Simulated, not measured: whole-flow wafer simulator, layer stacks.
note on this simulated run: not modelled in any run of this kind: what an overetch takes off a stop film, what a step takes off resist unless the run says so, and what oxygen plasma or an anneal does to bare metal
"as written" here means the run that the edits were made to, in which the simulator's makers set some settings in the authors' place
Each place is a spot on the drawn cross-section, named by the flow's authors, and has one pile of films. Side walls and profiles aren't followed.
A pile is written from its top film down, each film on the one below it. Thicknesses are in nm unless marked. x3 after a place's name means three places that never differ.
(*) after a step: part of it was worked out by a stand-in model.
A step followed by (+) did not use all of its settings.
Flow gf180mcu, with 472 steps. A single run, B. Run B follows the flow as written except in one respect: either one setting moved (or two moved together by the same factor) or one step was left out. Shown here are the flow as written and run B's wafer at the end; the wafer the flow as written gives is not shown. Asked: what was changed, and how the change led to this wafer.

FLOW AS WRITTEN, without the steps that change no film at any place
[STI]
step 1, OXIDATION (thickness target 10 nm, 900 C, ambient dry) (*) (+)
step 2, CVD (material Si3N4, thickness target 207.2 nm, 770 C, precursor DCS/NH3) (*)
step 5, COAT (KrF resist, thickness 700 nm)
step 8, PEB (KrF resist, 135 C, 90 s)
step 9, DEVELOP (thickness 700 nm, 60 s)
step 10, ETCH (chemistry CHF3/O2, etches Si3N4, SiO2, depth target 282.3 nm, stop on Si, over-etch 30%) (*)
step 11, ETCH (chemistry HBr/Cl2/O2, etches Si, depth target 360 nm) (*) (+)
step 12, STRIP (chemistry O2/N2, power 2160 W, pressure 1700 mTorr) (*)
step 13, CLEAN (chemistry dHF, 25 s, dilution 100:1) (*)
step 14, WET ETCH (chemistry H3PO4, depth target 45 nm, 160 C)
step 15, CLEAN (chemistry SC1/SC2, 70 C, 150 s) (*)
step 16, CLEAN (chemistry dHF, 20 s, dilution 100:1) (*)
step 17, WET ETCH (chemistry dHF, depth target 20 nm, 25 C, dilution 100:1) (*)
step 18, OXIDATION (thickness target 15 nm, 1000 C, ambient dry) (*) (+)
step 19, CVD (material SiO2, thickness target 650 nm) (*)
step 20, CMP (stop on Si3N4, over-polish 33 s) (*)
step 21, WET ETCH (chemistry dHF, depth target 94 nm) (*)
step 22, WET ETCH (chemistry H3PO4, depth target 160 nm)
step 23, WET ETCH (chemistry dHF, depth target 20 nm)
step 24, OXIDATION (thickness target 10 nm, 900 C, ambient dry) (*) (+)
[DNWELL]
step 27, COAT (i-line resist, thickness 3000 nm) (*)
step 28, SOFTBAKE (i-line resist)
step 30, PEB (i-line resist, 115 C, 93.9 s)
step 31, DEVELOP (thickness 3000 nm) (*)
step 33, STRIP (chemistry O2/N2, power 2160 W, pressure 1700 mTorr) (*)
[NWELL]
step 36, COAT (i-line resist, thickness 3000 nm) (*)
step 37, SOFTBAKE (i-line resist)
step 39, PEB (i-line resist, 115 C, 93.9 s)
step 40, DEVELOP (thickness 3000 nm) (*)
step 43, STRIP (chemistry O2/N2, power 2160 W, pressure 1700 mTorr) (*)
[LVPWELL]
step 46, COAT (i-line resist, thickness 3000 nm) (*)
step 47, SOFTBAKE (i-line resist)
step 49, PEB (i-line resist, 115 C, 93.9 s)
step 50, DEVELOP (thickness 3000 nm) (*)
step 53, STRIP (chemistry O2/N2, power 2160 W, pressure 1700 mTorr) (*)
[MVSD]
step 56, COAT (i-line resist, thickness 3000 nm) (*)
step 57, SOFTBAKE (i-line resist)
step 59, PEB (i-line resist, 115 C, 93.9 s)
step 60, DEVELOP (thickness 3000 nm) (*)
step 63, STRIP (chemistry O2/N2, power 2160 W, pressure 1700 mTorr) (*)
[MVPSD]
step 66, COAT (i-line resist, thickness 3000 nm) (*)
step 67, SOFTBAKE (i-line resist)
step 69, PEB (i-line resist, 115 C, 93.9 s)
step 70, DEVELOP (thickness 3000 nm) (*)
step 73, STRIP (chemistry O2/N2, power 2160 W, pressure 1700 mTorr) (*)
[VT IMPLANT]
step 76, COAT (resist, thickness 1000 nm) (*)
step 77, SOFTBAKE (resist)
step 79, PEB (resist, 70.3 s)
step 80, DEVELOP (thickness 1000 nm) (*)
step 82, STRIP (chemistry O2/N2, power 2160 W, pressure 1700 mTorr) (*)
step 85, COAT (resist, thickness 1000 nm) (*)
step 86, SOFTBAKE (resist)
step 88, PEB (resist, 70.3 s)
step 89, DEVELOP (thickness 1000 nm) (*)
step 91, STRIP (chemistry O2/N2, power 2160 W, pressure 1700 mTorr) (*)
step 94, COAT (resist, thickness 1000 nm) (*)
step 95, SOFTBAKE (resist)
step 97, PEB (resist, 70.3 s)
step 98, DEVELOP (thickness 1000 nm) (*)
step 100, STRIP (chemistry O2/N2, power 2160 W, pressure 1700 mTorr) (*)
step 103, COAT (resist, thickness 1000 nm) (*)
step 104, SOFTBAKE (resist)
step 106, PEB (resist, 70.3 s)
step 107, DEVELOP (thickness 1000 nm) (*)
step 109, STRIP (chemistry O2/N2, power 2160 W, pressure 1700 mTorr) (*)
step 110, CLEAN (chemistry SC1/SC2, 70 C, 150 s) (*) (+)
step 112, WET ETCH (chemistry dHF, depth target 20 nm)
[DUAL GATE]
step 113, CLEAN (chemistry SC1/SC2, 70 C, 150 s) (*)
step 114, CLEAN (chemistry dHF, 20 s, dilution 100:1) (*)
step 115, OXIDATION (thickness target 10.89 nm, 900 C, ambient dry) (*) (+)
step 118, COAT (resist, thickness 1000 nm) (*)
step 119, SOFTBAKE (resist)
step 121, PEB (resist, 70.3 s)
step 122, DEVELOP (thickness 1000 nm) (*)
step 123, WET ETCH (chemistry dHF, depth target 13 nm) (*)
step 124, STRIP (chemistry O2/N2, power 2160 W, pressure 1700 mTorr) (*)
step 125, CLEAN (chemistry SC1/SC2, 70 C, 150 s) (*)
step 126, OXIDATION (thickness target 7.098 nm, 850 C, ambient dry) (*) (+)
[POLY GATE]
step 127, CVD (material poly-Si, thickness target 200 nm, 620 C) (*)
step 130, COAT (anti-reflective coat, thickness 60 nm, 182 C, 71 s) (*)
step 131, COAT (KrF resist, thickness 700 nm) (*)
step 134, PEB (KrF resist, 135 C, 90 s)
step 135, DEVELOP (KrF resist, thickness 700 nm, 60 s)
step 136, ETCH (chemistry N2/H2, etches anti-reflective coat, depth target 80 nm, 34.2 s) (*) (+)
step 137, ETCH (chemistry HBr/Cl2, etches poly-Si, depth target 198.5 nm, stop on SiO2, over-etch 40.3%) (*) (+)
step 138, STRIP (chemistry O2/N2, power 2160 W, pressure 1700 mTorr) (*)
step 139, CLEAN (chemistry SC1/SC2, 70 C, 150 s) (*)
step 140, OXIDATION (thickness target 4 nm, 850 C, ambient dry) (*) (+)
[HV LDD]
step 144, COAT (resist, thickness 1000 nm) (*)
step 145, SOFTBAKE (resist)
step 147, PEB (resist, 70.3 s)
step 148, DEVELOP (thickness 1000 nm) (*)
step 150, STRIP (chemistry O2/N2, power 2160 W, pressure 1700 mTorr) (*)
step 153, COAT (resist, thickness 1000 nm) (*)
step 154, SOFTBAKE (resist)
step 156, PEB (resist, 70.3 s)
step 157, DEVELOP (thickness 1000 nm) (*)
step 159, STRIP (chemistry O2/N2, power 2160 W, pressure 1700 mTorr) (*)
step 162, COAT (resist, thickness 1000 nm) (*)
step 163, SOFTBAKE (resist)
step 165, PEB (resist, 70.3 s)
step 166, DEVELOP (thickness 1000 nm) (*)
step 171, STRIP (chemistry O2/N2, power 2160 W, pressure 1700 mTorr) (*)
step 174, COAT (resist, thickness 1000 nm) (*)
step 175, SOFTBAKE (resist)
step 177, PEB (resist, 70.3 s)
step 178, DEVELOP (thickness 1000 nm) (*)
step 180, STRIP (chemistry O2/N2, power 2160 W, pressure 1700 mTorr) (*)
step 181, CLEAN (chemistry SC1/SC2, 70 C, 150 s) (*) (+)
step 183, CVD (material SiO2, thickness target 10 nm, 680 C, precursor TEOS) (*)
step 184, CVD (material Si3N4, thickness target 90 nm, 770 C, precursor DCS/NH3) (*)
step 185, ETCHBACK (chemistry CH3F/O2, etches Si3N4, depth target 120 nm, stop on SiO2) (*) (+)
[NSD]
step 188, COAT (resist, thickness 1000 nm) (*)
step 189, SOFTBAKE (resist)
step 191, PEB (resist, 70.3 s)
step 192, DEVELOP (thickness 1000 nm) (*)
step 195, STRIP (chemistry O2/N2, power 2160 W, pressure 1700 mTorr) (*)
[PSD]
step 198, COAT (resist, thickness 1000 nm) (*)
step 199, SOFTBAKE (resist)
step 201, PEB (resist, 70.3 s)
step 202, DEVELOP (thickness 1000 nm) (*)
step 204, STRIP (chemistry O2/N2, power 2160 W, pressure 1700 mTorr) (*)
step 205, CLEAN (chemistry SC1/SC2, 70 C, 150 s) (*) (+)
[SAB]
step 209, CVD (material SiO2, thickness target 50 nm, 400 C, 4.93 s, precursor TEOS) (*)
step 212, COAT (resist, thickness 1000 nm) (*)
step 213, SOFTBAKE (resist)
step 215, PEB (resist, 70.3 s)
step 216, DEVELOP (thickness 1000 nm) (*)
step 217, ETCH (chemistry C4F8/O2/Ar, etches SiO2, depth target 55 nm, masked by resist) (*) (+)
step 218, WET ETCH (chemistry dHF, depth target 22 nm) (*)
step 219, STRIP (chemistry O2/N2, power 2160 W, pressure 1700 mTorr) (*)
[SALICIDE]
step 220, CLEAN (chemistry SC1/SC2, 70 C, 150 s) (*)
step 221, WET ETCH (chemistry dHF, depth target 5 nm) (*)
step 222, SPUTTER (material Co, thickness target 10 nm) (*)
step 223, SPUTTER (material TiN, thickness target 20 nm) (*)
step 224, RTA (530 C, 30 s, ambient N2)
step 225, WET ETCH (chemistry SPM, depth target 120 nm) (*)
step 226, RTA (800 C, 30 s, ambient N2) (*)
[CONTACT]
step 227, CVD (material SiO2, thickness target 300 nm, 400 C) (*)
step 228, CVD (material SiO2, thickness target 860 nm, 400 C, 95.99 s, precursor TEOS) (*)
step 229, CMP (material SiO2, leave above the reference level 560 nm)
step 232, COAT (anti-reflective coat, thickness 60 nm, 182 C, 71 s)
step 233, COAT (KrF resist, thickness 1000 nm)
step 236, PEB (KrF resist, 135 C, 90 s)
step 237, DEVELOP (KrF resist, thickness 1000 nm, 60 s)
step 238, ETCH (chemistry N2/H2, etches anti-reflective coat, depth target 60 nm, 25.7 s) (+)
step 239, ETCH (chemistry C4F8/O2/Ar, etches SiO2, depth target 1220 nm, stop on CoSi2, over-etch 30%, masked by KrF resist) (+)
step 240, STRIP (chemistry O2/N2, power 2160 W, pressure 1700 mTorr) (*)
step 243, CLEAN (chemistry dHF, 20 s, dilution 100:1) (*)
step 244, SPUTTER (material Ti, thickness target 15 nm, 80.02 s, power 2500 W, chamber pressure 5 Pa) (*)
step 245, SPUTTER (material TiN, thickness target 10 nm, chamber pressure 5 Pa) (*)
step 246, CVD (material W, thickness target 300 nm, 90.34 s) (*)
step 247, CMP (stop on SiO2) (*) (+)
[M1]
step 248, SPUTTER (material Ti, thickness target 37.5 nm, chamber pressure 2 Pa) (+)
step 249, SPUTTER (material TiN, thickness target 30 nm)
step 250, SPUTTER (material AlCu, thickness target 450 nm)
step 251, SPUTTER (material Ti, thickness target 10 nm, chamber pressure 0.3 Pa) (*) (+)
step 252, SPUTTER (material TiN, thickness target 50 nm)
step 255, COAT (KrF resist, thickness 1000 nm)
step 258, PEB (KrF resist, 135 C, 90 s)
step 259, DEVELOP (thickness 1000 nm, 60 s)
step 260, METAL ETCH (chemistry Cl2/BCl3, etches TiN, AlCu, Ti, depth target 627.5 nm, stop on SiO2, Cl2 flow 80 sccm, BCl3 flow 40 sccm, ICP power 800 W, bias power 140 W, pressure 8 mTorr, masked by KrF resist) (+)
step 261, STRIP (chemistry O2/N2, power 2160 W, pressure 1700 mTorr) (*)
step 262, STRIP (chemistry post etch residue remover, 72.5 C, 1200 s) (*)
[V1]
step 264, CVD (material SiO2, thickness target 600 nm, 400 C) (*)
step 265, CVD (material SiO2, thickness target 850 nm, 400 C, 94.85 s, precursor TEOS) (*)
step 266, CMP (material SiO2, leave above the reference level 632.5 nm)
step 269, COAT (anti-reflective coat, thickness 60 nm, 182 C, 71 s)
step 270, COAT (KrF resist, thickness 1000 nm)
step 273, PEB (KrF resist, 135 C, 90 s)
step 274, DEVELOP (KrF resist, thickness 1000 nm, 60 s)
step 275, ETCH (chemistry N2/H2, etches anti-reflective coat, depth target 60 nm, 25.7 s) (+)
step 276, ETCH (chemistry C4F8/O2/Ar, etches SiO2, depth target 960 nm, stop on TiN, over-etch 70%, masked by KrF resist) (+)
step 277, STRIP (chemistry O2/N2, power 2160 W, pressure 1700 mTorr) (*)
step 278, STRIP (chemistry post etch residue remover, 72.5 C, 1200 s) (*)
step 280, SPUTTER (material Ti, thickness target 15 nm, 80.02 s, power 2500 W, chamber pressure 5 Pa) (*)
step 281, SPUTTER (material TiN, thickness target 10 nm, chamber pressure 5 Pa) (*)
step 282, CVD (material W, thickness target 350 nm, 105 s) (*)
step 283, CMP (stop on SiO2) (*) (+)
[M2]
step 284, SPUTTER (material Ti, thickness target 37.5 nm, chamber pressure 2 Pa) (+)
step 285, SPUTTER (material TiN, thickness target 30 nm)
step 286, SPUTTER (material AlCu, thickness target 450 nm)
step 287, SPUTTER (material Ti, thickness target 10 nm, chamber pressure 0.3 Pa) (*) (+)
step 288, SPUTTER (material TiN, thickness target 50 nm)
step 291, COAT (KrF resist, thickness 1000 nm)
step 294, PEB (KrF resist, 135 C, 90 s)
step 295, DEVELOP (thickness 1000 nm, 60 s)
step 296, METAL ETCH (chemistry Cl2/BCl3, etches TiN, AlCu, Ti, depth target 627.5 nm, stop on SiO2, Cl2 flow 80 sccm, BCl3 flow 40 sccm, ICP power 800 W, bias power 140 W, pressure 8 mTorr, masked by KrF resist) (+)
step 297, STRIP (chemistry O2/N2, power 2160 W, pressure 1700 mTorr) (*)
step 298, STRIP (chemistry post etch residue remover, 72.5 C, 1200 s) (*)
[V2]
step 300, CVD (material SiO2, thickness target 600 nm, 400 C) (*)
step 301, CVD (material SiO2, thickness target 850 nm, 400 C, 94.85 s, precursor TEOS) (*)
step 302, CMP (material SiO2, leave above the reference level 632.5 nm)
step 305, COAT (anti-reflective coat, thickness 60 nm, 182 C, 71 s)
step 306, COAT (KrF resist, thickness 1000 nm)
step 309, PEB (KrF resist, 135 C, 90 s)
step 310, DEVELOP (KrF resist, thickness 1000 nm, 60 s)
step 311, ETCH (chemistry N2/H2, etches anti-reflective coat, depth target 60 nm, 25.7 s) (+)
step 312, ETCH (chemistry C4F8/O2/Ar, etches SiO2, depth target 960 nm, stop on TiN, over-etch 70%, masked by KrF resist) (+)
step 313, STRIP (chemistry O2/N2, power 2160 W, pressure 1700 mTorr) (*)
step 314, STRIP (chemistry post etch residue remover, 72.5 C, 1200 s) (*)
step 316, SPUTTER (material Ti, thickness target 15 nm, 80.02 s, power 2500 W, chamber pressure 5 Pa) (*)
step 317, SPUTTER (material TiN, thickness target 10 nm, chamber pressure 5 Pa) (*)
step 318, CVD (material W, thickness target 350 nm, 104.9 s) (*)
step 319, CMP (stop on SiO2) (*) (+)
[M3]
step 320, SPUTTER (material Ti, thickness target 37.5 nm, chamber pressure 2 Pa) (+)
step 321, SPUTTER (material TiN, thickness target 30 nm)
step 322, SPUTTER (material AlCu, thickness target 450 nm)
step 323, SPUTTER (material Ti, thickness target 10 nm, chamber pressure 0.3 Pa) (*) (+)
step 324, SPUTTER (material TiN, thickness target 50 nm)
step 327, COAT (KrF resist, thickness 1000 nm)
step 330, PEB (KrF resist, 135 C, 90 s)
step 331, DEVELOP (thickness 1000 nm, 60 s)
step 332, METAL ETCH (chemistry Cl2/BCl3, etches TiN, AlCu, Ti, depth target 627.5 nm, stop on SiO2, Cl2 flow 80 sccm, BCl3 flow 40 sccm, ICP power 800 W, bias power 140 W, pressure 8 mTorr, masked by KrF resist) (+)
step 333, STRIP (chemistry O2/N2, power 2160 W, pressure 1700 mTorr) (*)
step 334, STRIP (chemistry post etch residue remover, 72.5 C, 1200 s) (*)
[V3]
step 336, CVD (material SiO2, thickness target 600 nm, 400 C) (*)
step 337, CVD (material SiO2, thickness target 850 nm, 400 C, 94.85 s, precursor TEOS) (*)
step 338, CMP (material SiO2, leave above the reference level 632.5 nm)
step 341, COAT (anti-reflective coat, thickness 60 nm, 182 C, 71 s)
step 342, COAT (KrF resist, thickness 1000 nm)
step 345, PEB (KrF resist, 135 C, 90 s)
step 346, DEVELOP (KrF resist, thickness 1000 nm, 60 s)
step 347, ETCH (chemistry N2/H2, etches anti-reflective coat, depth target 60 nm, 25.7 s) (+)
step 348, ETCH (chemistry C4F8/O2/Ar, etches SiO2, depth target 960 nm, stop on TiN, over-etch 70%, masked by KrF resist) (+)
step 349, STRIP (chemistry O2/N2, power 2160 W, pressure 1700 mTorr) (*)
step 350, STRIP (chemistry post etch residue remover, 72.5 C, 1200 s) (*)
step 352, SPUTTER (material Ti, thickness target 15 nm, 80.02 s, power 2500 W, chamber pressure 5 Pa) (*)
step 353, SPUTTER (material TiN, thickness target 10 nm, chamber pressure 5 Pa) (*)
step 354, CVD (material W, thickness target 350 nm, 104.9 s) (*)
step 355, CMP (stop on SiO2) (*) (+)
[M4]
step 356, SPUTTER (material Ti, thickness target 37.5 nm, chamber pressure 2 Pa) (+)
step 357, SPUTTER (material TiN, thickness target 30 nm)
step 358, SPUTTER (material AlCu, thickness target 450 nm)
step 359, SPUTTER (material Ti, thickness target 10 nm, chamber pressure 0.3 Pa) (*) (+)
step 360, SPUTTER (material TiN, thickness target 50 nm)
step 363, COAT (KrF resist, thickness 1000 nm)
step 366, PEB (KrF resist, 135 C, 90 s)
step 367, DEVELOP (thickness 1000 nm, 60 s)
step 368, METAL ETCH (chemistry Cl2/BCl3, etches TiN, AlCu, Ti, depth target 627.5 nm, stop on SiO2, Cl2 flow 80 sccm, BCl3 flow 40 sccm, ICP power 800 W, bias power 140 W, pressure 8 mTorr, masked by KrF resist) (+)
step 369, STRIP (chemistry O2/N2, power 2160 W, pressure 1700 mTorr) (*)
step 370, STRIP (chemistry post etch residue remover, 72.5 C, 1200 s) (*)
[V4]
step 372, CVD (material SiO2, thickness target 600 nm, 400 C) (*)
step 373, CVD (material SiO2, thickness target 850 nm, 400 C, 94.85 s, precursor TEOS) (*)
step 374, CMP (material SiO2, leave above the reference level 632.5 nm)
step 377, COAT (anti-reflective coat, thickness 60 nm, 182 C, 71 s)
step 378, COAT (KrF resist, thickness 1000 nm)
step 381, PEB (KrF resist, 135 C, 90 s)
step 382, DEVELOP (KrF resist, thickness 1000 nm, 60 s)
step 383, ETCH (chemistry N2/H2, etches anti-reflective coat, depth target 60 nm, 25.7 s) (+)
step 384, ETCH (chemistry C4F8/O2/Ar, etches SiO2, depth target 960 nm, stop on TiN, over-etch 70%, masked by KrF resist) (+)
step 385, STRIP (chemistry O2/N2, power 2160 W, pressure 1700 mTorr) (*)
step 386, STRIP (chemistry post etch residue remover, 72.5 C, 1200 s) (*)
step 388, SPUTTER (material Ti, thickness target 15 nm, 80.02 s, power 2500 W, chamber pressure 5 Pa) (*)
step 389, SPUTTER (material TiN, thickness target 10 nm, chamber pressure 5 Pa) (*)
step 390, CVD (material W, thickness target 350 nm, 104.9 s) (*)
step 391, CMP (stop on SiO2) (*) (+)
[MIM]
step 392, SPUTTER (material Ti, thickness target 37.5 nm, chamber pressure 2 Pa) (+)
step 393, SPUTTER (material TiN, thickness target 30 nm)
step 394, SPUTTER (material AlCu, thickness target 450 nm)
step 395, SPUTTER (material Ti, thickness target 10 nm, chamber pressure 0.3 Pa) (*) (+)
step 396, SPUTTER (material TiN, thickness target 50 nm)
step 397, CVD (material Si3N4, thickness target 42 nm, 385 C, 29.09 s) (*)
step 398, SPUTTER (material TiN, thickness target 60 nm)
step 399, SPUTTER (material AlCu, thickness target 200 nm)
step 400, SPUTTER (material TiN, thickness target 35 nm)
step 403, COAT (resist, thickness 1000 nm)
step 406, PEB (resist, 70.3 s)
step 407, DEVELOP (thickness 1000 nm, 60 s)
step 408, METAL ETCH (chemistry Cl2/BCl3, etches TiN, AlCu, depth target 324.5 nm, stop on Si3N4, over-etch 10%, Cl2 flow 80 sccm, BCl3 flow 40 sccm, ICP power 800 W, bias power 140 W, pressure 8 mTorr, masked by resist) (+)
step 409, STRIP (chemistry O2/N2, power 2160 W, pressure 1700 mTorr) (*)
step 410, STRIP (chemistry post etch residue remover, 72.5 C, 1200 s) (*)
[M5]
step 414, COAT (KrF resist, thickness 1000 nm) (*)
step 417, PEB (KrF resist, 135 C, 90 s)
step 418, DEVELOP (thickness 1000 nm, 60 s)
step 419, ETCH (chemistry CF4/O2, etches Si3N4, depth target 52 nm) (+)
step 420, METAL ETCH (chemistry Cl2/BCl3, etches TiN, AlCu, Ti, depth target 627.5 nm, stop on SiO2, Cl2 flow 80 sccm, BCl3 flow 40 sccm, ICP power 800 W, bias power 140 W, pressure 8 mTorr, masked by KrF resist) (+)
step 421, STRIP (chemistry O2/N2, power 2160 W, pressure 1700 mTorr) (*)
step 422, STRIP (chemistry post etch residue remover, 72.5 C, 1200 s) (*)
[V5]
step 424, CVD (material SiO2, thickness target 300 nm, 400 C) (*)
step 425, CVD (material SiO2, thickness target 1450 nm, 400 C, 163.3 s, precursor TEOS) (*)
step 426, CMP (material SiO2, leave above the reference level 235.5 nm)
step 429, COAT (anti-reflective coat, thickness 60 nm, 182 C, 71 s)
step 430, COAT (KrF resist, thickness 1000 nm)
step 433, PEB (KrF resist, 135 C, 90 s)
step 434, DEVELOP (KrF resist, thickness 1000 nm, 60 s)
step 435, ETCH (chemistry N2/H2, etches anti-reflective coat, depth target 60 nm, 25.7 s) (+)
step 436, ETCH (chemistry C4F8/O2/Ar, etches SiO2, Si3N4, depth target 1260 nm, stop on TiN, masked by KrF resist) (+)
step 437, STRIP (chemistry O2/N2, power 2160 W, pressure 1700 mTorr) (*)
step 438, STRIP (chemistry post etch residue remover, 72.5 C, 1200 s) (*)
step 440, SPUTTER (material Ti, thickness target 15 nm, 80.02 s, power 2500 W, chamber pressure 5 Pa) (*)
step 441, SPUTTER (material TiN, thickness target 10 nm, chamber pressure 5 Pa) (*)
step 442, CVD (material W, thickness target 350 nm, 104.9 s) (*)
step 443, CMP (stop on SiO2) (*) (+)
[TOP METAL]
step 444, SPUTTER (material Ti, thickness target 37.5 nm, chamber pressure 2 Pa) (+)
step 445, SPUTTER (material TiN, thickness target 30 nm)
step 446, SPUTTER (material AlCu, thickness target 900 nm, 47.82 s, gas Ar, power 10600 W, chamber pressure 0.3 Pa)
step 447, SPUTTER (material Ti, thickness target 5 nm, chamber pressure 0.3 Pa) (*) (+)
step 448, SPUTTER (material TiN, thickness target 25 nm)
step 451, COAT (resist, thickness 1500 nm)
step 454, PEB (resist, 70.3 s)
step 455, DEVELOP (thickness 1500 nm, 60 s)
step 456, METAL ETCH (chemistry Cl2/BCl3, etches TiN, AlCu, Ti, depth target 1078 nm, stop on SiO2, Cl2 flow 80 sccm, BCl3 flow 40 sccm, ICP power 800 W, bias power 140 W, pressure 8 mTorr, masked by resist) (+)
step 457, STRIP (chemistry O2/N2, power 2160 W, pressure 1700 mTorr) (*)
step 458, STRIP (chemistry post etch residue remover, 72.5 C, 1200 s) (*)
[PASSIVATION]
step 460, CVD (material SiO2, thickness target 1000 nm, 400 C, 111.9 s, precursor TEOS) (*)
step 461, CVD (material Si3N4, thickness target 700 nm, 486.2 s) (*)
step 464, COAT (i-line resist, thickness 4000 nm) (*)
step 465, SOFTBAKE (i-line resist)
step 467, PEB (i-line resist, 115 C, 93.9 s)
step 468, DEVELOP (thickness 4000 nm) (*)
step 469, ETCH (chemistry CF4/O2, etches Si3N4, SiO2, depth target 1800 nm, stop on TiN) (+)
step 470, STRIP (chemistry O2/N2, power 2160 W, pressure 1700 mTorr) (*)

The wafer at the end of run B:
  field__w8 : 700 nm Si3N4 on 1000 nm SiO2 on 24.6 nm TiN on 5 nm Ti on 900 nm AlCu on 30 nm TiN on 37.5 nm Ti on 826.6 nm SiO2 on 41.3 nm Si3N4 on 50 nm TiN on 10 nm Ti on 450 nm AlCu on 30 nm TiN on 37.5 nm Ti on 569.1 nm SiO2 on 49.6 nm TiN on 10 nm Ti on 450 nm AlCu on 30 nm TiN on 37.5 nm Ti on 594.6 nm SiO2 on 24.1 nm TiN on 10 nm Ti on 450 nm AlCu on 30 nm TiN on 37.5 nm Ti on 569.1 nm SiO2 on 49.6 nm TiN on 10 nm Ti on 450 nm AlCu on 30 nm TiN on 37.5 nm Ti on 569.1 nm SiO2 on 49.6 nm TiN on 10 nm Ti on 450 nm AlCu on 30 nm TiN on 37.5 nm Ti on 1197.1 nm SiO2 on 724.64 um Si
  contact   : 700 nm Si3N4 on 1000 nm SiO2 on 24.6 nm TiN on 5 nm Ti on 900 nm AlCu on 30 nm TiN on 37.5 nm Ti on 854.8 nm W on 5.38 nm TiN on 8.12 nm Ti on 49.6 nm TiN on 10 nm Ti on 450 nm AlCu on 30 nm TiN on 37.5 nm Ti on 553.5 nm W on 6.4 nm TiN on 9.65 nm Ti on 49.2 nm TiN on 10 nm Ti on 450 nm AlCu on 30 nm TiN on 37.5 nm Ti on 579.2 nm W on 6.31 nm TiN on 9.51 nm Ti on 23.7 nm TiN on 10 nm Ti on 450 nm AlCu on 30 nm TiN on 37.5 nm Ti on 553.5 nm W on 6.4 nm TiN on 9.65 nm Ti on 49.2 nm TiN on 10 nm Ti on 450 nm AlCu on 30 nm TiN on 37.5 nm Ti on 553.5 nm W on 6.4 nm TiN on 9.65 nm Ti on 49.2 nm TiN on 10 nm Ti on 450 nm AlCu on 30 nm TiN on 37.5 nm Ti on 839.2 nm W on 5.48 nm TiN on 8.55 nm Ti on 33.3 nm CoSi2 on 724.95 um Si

What caused this: step 324, SPUTTER: thickness target 24.5 nm was run, while the flow as written has thickness target 50 nm.

Step by step, how the change led to this:
  step 324, SPUTTER (material TiN, thickness target 50 nm)
      field, field__w1, field__w2 and 108 more: +24.5 TiN (new film) (in the flow as written it would be: +50 TiN (new film))
  step 332, METAL ETCH (chemistry Cl2/BCl3, etches TiN, AlCu, Ti, depth target 627.5 nm, stop on SiO2, Cl2 flow 80 sccm, BCl3 flow 40 sccm, ICP power 800 W, bias power 140 W, pressure 8 mTorr, masked by KrF resist) (+)
      field, field__w1, field__w2 and 103 more: -24.5 TiN (all of it), -10 Ti (all of it), -450 AlCu (all of it), -30 TiN (all of it), -37.5 Ti (all of it) (in the flow as written it would be: -50 TiN (all of it), -10 Ti (all of it), -450 AlCu (all of it), -30 TiN (all of it), -37.5 Ti (all of it))
  step 338, CMP (material SiO2, leave above the reference level 632.5 nm)
      field__w8, contact, m1, m1__w1, m1_nw: -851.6 SiO2 (in the flow as written it would be: -877.1 SiO2)
  step 348, ETCH (chemistry C4F8/O2/Ar, etches SiO2, depth target 960 nm, stop on TiN, over-etch 70%, masked by KrF resist) (+)
      contact: -598 SiO2 (all of it) (in the flow as written it would be: -572.5 SiO2 (all of it))
  step 354, CVD (material W, thickness target 350 nm, 104.9 s) (*)
      contact: +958 W (new film) (in the flow as written it would be: +932.3 W (new film))
